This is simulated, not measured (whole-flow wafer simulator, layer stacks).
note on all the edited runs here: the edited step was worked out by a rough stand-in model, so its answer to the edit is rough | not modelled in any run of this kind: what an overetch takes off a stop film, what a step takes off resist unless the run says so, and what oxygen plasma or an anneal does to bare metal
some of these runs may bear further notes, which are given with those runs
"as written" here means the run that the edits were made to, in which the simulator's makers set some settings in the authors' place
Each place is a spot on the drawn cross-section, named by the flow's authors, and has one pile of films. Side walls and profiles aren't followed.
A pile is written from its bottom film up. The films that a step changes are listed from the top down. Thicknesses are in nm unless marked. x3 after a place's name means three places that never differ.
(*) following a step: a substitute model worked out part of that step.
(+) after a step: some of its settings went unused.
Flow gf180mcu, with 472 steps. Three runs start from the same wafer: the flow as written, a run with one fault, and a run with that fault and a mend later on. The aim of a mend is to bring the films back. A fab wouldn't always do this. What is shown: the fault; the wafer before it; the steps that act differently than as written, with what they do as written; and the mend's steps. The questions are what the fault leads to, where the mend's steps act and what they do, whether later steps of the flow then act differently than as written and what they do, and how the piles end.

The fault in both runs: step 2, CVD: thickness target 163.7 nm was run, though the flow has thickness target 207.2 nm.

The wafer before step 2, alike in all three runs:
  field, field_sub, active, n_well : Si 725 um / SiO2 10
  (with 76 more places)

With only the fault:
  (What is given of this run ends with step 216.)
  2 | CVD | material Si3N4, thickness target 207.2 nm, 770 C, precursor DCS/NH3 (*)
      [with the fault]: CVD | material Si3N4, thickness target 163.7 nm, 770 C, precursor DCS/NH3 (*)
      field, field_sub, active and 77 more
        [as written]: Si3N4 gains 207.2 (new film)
        [with the fault]: Si3N4 gains 163.7 (new film)
  Steps later in the flow that act otherwise than as written (not shown: 29 more steps that differ only slightly, by at most 2% or 0.5 nm, whichever is larger):
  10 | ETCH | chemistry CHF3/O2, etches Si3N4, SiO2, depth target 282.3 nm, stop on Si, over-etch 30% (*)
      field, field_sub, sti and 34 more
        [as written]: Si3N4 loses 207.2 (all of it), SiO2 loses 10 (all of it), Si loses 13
        [with the fault]: Si3N4 loses 163.7 (all of it), SiO2 loses 10 (all of it), Si loses 21.7
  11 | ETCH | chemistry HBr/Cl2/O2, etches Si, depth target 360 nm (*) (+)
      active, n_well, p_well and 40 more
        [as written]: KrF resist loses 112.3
        [with the fault]: KrF resist loses 109.4
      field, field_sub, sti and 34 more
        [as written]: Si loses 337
        [with the fault]: Si loses 328.3
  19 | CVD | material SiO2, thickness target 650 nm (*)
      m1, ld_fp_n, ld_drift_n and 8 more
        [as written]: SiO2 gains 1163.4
        [with the fault]: SiO2 gains 1119.9
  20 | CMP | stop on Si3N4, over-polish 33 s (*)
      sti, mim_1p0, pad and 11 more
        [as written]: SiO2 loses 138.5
        [with the fault]: SiO2 loses 182
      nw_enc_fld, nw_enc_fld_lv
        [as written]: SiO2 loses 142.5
        [with the fault]: SiO2 loses 186
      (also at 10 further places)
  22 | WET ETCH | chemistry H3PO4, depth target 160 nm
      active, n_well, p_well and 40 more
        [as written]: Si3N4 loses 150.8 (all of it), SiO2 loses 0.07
        [with the fault]: Si3N4 loses 107.3 (all of it), SiO2 loses 0.41
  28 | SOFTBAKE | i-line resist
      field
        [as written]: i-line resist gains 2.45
        [with the fault]: i-line resist loses 0.67
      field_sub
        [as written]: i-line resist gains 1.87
        [with the fault]: i-line resist loses 0.54
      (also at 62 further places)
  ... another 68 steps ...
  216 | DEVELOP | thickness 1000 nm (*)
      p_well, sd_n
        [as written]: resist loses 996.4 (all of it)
        [with the fault]: resist loses 953.4 (all of it)
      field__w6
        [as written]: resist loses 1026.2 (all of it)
        [with the fault]: resist loses 1077.6 (all of it)
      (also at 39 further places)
  After step 216, at field, field__w1, field__w2 and 68 more, the piles differ from the flow's by more than 2% or 0.5 nm, whichever is larger.
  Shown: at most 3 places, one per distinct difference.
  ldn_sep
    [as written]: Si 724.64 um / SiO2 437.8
    [with the fault]: Si 724.64 um / SiO2 394.6
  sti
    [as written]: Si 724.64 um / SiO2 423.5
    [with the fault]: Si 724.64 um / SiO2 380.3
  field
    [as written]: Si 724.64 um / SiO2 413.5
    [with the fault]: Si 724.64 um / SiO2 370.3

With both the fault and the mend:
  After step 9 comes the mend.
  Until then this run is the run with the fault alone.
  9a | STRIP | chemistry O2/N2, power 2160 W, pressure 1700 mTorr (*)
      active, n_well, p_well and 40 more
        KrF resist loses 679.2 (all of it)
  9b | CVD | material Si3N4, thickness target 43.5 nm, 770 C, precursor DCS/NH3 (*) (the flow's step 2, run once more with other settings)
      field, field_sub, active and 77 more
        Si3N4 gains 43.5
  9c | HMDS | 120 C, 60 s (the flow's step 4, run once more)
      does not change any film at any place that is followed
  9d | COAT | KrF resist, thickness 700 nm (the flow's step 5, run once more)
      field, field_sub, active and 77 more
        KrF resist gains 700 (new film)
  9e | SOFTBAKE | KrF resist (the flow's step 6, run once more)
      does not change any film at any place that is followed
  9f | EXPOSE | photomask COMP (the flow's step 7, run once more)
      does not change any film at any place that is followed
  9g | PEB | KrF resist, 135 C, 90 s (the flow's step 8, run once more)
      field, field_sub, active and 77 more
        KrF resist loses 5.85
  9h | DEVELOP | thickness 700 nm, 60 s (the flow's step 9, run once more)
      active, n_well, p_well and 40 more
        KrF resist loses 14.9
      field, field_sub, sti and 34 more
        KrF resist loses 694.2 (all of it)
  None of the later steps of the flow differs from how it acts as written, at any place that is followed, by more than 2% or 0.5 nm, whichever is larger.
  The piles end the same as the flow's at every place that both follow.
